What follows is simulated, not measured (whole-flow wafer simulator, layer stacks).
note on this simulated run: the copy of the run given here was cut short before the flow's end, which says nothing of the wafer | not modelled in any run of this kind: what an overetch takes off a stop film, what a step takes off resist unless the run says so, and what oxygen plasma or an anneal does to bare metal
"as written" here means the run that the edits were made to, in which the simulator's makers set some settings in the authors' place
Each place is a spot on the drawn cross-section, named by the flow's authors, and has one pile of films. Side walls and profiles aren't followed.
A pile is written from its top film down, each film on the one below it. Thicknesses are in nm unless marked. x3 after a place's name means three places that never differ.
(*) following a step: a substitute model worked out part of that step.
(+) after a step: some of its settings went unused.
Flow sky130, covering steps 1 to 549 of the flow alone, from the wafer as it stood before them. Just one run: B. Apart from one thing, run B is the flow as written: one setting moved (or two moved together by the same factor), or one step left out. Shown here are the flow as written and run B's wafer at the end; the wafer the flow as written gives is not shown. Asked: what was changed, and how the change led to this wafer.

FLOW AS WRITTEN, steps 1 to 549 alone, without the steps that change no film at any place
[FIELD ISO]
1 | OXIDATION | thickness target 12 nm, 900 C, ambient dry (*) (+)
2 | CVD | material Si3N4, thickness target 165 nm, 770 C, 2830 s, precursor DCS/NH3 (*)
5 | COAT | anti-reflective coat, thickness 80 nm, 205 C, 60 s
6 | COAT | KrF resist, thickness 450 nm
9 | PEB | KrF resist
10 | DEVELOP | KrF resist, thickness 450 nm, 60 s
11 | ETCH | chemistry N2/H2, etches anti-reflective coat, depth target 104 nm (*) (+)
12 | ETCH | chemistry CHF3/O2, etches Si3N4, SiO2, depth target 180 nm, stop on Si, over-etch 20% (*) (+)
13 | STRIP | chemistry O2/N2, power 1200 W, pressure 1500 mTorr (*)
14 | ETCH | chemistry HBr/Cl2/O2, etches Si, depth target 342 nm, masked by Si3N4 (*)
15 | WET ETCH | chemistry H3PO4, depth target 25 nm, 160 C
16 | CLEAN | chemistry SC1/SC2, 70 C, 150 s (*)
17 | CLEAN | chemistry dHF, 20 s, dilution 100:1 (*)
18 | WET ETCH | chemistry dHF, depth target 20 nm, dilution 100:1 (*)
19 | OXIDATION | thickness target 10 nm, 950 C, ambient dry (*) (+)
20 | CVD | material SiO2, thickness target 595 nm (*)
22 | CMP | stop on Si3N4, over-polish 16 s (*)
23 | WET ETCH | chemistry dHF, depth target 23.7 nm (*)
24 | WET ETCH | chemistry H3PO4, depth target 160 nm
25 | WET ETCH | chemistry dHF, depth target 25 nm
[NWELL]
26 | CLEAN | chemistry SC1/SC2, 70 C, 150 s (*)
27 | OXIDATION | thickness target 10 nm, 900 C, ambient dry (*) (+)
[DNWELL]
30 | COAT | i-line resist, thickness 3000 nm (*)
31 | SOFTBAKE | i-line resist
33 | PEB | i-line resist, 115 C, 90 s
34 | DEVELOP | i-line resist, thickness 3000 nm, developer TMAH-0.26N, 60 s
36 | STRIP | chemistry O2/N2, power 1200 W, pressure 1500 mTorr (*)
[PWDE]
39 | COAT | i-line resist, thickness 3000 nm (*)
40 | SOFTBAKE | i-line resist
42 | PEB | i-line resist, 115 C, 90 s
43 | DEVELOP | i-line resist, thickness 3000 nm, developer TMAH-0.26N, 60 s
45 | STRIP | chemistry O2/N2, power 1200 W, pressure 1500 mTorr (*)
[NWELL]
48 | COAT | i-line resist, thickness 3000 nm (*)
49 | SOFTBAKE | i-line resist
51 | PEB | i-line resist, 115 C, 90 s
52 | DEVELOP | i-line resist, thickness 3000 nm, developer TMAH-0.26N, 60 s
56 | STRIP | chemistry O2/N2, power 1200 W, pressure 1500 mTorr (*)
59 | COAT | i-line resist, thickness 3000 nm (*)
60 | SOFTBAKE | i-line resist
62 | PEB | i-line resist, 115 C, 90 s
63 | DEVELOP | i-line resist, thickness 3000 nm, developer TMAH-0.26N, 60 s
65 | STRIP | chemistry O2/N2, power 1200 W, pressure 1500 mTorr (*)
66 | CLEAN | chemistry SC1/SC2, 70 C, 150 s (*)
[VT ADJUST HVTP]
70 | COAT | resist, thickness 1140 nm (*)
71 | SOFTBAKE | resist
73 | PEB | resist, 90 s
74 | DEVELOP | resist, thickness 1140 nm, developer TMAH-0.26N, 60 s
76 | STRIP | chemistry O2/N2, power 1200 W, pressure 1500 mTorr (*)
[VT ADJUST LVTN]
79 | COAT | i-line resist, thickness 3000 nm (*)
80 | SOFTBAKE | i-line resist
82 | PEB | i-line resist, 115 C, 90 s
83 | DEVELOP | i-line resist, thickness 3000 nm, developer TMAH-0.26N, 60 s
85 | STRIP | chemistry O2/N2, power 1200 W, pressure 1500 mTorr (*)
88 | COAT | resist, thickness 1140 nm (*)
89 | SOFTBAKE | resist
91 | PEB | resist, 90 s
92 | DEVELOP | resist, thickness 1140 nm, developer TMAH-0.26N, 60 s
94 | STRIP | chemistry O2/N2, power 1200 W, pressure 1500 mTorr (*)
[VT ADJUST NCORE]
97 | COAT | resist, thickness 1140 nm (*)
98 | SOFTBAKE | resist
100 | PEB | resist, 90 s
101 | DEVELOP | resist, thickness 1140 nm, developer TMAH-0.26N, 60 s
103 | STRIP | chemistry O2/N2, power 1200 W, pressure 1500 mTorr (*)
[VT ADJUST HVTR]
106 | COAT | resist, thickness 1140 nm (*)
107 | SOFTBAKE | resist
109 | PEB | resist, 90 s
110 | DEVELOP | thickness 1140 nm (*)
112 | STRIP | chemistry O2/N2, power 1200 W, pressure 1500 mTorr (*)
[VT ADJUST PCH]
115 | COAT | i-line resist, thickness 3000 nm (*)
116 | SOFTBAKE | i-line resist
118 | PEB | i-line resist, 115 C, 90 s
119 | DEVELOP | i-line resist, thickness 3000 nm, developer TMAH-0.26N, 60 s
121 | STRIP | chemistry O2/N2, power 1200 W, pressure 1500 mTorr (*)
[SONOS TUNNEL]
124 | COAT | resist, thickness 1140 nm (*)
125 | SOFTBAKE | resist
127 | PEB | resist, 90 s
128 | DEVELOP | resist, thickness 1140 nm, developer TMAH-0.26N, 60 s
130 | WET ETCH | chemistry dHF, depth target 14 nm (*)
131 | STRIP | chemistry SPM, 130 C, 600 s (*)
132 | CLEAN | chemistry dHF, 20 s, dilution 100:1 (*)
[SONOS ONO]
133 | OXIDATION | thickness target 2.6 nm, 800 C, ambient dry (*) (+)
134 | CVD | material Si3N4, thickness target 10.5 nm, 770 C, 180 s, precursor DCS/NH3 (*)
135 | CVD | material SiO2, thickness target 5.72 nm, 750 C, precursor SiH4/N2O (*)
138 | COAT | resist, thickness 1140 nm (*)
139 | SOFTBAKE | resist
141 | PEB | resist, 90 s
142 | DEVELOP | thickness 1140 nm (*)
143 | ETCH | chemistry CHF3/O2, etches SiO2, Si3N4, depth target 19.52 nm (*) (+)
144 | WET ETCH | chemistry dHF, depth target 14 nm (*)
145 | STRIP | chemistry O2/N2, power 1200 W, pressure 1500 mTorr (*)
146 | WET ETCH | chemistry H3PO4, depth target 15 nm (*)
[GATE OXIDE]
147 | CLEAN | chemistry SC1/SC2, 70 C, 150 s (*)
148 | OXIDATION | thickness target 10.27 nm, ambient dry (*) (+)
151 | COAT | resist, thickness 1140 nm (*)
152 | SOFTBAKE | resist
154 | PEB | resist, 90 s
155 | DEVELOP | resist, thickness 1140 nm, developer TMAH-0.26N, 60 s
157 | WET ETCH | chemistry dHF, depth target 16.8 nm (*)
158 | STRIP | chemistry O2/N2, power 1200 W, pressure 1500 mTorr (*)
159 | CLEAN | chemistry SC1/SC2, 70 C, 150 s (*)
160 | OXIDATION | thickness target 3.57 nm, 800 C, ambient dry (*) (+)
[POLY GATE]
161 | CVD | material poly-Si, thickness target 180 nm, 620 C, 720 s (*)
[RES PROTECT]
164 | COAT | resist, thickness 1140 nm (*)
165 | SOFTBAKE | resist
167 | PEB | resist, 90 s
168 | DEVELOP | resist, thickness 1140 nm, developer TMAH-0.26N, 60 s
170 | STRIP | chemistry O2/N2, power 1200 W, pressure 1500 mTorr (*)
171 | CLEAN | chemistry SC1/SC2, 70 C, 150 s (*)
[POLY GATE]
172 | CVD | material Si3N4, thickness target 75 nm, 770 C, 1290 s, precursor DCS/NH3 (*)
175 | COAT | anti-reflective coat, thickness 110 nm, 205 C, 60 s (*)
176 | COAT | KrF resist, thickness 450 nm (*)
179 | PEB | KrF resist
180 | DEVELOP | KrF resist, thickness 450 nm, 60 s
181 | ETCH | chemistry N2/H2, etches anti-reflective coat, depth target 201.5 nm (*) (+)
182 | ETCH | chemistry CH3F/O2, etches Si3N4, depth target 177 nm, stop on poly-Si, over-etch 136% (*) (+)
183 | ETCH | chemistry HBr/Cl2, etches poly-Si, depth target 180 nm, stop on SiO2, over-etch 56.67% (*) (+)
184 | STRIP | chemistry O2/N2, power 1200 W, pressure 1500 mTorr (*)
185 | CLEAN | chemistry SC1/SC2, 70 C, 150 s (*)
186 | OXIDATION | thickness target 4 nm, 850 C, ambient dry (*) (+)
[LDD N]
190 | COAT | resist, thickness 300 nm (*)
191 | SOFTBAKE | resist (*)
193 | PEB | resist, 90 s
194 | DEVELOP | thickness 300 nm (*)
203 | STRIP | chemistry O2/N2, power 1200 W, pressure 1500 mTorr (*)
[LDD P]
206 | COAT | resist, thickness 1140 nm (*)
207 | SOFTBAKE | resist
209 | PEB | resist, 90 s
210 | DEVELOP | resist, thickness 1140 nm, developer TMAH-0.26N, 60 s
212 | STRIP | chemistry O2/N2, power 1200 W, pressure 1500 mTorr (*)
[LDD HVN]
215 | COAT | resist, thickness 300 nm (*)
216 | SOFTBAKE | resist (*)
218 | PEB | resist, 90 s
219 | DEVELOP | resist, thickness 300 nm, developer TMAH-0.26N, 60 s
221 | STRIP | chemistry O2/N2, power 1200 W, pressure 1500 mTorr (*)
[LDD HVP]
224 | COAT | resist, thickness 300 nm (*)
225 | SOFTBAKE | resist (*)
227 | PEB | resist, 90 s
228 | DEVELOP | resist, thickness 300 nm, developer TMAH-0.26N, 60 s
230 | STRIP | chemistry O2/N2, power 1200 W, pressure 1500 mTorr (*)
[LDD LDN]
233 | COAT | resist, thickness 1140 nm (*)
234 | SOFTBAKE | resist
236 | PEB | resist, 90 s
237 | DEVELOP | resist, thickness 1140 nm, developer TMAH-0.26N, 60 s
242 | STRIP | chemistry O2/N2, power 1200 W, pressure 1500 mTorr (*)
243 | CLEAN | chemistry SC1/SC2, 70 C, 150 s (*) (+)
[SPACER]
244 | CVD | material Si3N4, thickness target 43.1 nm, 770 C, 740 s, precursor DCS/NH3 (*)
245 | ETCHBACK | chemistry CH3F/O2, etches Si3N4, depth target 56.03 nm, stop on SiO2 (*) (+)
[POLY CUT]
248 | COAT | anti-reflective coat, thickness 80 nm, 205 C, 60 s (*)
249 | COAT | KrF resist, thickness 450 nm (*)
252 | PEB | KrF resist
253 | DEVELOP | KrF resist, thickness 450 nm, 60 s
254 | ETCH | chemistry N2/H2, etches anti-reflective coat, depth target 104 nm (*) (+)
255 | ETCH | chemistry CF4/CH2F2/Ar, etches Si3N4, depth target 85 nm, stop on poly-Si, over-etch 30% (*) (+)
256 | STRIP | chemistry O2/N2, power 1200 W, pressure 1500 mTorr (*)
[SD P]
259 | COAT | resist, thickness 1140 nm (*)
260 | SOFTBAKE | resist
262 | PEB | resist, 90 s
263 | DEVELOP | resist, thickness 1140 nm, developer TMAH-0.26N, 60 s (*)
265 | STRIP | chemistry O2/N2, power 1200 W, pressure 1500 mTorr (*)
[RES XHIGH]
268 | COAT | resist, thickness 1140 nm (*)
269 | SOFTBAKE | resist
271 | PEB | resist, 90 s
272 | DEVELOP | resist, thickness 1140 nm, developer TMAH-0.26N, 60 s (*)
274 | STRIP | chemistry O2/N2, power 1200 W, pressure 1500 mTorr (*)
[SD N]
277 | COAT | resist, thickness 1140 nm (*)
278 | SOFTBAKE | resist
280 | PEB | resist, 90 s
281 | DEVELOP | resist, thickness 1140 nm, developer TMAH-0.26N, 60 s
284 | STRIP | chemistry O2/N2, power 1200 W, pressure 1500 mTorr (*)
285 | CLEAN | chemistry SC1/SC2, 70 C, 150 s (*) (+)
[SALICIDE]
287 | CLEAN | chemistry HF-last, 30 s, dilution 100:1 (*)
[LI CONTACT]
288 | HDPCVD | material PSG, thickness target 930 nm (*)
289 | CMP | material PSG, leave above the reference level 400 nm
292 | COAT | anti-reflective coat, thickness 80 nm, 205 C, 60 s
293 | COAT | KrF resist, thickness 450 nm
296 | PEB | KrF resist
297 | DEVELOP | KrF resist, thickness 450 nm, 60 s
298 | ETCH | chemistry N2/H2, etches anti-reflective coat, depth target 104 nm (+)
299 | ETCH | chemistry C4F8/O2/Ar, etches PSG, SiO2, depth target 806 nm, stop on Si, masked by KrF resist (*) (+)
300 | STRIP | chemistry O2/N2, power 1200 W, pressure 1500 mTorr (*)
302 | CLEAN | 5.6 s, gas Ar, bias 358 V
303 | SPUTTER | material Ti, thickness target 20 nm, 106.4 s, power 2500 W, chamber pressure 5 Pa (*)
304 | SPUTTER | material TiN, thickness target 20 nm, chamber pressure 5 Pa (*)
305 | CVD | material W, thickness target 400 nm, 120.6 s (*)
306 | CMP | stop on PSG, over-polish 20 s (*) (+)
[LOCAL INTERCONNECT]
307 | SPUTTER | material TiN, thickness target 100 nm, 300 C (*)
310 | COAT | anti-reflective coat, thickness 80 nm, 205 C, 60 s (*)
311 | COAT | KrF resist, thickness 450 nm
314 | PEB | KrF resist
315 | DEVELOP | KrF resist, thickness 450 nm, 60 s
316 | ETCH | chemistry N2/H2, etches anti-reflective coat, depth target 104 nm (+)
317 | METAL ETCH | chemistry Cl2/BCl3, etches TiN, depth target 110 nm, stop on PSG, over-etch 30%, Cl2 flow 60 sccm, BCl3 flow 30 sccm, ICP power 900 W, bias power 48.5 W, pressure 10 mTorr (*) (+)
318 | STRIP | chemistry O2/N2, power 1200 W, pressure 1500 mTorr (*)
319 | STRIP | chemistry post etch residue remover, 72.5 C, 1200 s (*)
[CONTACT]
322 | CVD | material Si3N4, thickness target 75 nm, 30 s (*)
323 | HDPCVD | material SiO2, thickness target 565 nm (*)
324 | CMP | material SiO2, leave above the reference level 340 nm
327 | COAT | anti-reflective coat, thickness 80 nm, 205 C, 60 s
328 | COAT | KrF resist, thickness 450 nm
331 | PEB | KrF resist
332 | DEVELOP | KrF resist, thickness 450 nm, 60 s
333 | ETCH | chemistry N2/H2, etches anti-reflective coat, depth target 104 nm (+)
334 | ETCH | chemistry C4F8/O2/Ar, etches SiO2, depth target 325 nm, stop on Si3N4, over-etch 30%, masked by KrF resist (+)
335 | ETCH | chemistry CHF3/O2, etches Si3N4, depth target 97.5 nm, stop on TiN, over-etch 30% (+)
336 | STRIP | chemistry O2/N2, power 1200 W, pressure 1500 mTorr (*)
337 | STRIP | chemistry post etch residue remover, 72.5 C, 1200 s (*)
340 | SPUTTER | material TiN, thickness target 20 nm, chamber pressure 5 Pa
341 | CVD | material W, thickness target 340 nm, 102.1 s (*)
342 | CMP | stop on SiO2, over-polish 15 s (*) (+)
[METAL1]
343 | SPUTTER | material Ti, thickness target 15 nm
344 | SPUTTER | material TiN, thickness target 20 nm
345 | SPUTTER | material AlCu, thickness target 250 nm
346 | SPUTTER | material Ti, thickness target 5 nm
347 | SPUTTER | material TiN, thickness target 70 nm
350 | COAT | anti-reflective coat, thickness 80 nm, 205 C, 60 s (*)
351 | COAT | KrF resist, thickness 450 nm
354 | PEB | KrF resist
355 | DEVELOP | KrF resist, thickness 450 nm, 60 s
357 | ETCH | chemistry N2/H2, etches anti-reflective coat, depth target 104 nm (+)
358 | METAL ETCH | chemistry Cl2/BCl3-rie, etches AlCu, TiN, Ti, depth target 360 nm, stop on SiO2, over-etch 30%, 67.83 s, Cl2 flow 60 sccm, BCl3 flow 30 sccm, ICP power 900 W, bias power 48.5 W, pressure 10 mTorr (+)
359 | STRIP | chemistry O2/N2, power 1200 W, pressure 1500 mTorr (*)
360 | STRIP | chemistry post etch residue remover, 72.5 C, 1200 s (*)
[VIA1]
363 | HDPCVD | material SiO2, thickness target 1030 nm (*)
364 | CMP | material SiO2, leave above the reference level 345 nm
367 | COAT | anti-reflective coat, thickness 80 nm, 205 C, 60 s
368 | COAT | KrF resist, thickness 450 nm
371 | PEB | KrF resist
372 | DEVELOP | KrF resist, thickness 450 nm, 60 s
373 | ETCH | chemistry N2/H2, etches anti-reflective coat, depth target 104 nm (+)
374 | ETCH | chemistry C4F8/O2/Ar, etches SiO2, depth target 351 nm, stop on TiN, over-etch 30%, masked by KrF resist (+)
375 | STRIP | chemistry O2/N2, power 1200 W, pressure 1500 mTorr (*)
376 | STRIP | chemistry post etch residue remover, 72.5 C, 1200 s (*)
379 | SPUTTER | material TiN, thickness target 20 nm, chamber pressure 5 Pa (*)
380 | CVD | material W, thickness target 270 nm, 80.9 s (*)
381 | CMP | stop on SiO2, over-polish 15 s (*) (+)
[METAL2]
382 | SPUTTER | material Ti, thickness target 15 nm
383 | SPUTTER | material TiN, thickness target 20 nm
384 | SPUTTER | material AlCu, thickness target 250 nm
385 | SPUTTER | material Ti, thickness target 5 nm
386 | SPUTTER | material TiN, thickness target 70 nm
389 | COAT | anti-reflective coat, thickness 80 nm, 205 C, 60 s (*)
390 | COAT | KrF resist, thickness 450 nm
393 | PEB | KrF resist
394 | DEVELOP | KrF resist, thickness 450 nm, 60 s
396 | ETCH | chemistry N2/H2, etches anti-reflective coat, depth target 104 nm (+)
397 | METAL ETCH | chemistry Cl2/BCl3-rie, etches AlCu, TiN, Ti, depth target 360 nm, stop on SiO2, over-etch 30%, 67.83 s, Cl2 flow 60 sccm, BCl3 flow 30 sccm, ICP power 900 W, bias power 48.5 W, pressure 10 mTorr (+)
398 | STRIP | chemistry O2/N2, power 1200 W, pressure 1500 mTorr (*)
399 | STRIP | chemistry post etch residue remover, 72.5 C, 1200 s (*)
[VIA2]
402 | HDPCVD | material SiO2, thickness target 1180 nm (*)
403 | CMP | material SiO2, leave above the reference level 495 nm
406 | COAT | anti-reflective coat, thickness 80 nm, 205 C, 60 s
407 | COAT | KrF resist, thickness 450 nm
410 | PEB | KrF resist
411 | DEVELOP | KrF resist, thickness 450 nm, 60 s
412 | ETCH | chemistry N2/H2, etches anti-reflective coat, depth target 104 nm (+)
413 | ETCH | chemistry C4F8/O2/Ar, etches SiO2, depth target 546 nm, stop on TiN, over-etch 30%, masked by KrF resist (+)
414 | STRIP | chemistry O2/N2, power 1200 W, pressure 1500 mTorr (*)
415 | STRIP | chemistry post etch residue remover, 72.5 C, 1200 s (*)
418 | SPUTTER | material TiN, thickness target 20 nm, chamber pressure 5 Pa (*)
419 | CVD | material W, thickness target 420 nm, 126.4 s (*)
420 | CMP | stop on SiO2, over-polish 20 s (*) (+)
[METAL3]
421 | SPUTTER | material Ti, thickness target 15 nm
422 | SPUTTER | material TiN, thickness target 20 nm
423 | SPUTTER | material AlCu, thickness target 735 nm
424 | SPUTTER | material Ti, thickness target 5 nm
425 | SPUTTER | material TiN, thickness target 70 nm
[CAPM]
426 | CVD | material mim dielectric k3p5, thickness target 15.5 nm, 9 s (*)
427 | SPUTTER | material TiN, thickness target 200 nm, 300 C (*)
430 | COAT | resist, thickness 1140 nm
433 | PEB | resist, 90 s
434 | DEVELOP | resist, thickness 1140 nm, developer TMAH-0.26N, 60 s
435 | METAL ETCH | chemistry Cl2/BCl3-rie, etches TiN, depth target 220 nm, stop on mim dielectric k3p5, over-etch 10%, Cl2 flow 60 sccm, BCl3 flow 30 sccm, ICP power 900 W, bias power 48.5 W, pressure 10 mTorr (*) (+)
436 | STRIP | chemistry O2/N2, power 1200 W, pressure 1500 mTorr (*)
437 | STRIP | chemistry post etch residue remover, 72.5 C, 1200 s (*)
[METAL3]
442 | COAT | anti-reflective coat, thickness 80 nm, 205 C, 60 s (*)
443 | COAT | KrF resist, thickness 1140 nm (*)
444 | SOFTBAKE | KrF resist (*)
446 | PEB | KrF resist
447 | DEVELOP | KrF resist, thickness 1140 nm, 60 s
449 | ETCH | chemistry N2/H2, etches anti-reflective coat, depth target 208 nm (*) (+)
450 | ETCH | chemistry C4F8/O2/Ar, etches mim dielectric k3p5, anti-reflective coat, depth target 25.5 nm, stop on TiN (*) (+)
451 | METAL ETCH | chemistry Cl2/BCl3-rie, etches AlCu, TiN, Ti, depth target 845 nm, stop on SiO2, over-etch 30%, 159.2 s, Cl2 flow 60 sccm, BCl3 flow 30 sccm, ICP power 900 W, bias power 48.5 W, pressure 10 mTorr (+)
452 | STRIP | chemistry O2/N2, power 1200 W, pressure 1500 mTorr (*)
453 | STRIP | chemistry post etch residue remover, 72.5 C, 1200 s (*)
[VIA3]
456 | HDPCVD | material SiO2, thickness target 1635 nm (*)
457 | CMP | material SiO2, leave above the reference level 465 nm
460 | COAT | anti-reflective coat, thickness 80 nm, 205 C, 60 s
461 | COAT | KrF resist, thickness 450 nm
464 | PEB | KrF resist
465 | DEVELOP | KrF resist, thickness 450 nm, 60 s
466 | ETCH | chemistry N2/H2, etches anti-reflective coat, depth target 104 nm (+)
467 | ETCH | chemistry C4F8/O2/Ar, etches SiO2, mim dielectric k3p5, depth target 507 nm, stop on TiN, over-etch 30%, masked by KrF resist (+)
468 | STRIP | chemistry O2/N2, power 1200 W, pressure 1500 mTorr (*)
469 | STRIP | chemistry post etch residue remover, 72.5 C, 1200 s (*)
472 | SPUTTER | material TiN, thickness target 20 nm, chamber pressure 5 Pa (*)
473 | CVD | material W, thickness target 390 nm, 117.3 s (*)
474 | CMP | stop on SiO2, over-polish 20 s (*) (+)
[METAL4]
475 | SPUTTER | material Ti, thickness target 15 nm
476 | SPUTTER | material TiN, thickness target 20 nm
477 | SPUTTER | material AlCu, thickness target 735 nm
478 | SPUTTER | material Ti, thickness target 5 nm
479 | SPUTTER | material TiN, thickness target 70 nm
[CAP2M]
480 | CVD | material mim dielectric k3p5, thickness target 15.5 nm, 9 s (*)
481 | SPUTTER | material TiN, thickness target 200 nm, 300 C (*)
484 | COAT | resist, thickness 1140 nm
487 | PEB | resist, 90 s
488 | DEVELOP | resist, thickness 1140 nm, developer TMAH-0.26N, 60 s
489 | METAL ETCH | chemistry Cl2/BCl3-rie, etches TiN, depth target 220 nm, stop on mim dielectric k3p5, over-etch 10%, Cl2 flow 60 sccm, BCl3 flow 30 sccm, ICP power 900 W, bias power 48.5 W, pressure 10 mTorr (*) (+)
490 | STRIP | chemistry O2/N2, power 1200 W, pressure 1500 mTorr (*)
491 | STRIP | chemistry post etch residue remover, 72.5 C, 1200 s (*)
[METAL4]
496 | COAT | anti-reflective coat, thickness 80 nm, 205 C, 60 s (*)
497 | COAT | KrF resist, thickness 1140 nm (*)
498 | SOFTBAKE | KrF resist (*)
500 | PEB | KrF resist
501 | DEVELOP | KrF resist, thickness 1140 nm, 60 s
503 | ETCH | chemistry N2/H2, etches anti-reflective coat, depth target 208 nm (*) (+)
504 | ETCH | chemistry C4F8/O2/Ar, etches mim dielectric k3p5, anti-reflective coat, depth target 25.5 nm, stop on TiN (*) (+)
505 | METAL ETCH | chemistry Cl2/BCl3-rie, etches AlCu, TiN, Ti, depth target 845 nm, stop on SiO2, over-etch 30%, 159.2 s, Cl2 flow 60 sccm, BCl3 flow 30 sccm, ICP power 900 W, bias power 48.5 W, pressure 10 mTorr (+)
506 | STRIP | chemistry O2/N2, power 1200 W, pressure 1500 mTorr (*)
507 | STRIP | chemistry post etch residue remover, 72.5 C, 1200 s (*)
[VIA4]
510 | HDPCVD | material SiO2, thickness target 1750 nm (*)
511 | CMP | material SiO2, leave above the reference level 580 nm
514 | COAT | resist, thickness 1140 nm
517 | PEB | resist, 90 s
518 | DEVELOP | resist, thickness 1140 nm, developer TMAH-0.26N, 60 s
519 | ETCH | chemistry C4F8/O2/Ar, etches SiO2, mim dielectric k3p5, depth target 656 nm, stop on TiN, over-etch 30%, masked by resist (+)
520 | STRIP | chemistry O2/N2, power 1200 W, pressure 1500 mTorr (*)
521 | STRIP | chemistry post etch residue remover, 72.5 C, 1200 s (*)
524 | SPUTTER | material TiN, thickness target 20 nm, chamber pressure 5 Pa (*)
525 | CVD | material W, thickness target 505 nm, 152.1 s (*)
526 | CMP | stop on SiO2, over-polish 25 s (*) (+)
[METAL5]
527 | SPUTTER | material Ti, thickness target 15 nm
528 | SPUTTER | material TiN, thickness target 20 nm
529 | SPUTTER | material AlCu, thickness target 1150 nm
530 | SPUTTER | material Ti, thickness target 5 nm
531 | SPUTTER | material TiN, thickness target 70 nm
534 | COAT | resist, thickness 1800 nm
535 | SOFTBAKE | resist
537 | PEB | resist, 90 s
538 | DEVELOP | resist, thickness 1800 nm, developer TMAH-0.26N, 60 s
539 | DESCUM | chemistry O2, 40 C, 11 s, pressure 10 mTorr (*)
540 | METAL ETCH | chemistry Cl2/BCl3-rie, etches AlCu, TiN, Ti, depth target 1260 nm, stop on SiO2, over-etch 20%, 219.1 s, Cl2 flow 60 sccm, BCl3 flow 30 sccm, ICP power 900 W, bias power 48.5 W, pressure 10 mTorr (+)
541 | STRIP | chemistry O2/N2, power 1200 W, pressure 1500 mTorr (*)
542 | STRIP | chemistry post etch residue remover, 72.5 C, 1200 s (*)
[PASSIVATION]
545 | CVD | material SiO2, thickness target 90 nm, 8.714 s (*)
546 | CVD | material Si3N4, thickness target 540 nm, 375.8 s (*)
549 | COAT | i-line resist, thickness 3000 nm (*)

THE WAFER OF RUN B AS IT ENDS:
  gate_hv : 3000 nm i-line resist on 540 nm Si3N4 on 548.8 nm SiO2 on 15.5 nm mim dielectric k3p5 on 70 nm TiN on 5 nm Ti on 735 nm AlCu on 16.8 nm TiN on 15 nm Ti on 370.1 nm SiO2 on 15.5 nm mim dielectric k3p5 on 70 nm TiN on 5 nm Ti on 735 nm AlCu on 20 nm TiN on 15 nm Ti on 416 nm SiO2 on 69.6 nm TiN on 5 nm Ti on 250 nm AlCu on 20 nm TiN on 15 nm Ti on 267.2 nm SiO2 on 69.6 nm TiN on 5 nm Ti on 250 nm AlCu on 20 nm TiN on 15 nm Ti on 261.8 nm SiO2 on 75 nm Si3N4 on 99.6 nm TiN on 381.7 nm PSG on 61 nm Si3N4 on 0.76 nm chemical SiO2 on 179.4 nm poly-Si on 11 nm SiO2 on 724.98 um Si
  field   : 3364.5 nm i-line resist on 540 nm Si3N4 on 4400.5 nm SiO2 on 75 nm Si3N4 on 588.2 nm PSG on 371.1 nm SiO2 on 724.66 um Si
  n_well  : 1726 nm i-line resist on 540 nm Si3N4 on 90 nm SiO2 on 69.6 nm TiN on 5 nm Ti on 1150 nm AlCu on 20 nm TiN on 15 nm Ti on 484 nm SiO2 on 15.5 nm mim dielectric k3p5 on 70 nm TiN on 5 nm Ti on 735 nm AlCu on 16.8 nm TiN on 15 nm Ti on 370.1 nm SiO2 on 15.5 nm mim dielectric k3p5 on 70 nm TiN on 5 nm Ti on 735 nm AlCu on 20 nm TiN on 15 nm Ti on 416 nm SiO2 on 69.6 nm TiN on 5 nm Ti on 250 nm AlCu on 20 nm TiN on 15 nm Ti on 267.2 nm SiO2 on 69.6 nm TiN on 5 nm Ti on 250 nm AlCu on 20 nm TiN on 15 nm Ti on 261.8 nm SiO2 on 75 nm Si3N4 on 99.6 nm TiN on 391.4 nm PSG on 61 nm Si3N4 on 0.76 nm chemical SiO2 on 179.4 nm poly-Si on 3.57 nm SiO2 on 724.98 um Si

Cause: step 476, SPUTTER: thickness target 16.8 nm was run, whereas the flow has thickness target 20 nm.
The wafer lets one read it off: gate_hv has TiN 16.8, and step 476 as written asks for 20 nm.

Step by step, how the change led to this:
  476 | SPUTTER | material TiN, thickness target 20 nm
      field, active, n_well and 189 more: TiN gains 16.8 (new film) (in the flow as written it would be: TiN gains 20 (new film))
  505 | METAL ETCH | chemistry Cl2/BCl3-rie, etches AlCu, TiN, Ti, depth target 845 nm, stop on SiO2, over-etch 30%, 159.2 s, Cl2 flow 60 sccm, BCl3 flow 30 sccm, ICP power 900 W, bias power 48.5 W, pressure 10 mTorr (+)
      field, active, gate and 70 more: TiN loses 70 (all of it), Ti loses 5 (all of it), AlCu loses 735 (all of it), TiN loses 16.8 (all of it), Ti loses 15 (all of it), SiO2 loses 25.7 (in the flow as written it would be: TiN loses 70 (all of it), Ti loses 5 (all of it), AlCu loses 735 (all of it), TiN loses 20 (all of it), Ti loses 15 (all of it), SiO2 loses 25.4)
      vpp_iso1, mim_edge_plate, m1_ln and 12 more: TiN loses 70 (all of it), Ti loses 5 (all of it), AlCu loses 735 (all of it), TiN loses 16.8 (all of it), Ti loses 15 (all of it), SiO2 loses 25.7 (in the flow as written it would be: TiN loses 70 (all of it), Ti loses 5 (all of it), AlCu loses 735 (all of it), TiN loses 20 (all of it), Ti loses 15 (all of it), SiO2 loses 25.3)
